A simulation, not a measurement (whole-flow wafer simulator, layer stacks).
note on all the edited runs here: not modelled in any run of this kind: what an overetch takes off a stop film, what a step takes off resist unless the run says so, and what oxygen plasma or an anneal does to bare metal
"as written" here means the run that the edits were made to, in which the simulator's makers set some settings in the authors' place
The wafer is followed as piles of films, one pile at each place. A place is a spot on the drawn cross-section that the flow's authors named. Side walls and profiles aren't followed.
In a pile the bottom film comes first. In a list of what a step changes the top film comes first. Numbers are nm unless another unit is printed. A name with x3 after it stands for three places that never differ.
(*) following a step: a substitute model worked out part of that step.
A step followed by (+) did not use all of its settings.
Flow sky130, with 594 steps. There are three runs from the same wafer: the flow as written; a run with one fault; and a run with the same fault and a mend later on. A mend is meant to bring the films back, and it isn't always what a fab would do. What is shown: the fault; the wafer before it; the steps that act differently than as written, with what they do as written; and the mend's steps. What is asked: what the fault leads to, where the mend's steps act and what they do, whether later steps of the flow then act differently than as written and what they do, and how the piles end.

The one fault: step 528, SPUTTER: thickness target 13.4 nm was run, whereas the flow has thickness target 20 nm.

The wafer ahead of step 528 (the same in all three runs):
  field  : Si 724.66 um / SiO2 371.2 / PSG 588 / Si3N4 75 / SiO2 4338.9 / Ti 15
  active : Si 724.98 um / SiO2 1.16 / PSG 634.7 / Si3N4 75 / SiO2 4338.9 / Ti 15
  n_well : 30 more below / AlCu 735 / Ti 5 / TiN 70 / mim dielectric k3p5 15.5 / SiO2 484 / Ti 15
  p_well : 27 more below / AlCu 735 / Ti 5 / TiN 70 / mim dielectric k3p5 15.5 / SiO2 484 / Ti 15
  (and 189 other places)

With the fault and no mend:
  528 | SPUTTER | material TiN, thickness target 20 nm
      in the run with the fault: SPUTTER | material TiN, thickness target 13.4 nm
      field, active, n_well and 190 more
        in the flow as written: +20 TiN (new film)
        in the run with the fault: +13.4 TiN (new film)
  Later steps of the flow acting differently than as written (19 more steps, not shown, differ only slightly: by at most 2% or 0.5 nm, whichever is larger):
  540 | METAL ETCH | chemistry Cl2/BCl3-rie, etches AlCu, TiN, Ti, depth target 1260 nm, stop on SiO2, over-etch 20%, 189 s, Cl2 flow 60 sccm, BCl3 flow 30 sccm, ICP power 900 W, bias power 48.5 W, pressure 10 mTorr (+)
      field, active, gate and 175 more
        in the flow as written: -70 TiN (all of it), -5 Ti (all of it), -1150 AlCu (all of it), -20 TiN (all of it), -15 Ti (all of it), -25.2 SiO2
        in the run with the fault: -70 TiN (all of it), -5 Ti (all of it), -1150 AlCu (all of it), -13.4 TiN (all of it), -15 Ti (all of it), -25.9 SiO2
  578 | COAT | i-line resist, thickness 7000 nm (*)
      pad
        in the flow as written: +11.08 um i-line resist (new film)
        in the run with the fault: +11.09 um i-line resist (new film)
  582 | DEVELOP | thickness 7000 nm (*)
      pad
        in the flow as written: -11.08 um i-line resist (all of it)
        in the run with the fault: -11.09 um i-line resist (all of it)
  The piles end different from the flow's at n_well, p_well, sd_n and 12 more by more than 2% or 0.5 nm, whichever is larger.
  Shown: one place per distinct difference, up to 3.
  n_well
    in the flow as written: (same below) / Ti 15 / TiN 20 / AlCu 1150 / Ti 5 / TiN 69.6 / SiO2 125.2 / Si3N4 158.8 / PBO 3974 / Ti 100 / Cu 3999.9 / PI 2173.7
    in the run with the fault: (same below) / Ti 15 / TiN 13.4 / AlCu 1150 / Ti 5 / TiN 69.6 / SiO2 125.2 / Si3N4 158.8 / PBO 3978.8 / Ti 100 / Cu 3999.9 / PI 2174.5
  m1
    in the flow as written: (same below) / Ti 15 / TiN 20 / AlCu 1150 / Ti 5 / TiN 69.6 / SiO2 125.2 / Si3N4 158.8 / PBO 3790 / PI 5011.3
    in the run with the fault: (same below) / Ti 15 / TiN 13.4 / AlCu 1150 / Ti 5 / TiN 69.6 / SiO2 125.2 / Si3N4 158.8 / PBO 3795.5 / PI 5011.6
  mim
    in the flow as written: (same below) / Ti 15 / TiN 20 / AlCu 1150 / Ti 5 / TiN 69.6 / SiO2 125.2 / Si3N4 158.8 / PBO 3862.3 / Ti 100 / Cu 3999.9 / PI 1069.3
    in the run with the fault: (same below) / Ti 15 / TiN 13.4 / AlCu 1150 / Ti 5 / TiN 69.6 / SiO2 125.2 / Si3N4 158.8 / PBO 3867.4 / Ti 100 / Cu 3999.9 / PI 1069.9

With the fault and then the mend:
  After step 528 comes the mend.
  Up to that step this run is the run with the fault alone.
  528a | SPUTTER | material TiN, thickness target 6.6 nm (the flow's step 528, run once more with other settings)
      field, active, n_well and 190 more
        +6.6 TiN
  Every later step of the flow that is run acts as written at every place that is followed.
  The piles end the same as the flow's at every place that both follow.
